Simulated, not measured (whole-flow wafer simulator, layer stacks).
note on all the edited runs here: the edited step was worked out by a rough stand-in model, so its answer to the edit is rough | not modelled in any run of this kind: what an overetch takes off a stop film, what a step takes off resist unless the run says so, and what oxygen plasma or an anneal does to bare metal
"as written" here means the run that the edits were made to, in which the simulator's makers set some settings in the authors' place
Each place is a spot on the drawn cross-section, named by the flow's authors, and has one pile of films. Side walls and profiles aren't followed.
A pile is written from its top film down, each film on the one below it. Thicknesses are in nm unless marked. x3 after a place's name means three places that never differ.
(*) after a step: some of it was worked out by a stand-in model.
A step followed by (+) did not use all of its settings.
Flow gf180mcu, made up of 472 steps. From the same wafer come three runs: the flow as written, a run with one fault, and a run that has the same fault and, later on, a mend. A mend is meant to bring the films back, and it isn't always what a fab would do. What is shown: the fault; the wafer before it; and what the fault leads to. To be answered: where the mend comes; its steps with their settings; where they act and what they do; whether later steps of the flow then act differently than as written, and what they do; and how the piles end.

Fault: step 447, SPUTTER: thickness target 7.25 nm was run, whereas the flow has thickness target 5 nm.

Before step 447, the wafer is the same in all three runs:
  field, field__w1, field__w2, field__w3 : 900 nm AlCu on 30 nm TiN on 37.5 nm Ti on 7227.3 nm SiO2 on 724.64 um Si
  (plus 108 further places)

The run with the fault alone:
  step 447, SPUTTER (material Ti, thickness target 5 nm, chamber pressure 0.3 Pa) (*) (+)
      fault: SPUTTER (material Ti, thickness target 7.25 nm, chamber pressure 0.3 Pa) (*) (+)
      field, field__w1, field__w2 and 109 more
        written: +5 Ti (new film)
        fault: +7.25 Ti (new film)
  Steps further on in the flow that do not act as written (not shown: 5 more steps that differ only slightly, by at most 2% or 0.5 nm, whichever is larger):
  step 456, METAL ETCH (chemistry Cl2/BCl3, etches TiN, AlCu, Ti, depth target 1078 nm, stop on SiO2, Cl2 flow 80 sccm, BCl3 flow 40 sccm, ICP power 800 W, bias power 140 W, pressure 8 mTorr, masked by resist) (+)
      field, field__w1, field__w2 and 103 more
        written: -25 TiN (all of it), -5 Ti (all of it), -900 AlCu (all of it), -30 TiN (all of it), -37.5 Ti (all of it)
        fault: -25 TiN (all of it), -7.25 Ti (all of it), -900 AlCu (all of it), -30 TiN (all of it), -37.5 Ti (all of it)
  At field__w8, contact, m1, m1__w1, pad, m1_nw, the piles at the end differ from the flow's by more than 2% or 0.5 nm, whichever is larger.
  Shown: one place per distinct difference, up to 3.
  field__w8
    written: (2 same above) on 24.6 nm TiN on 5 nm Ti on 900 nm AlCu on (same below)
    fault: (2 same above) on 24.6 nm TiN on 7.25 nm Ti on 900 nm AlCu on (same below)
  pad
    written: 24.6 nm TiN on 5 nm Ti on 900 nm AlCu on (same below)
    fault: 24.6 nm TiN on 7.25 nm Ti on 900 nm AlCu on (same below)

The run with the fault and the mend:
  After step 455 comes the mend.
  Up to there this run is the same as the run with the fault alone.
  step 456, METAL ETCH (chemistry Cl2/BCl3, etches TiN, AlCu, Ti, depth target 1080 nm, stop on SiO2, Cl2 flow 80 sccm, BCl3 flow 40 sccm, ICP power 800 W, bias power 140 W, pressure 8 mTorr, masked by resist) (+) (the flow's step 456, as written with depth target 1078 nm)
      field, field__w1, field__w2 and 103 more
        -25 TiN (all of it), -7.25 Ti (all of it), -900 AlCu (all of it), -30 TiN (all of it), -37.5 Ti (all of it)
      field__w8, contact, m1, m1__w1, pad, m1_nw
        -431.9 resist
  None of the later steps of the flow differs from how it acts as written, at any place that is followed, by more than 2% or 0.5 nm, whichever is larger.
  At field__w8, contact, m1, m1__w1, pad, m1_nw, the piles at the end differ from the flow's by more than 2% or 0.5 nm, whichever is larger.
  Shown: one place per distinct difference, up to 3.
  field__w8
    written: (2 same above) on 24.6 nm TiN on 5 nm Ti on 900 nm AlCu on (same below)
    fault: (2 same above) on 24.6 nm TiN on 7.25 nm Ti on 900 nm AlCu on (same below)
    mend: (2 same above) on 24.6 nm TiN on 7.25 nm Ti on 900 nm AlCu on (same below)
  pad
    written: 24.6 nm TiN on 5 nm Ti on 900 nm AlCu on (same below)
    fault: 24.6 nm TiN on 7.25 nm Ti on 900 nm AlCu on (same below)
    mend: 24.6 nm TiN on 7.25 nm Ti on 900 nm AlCu on (same below)
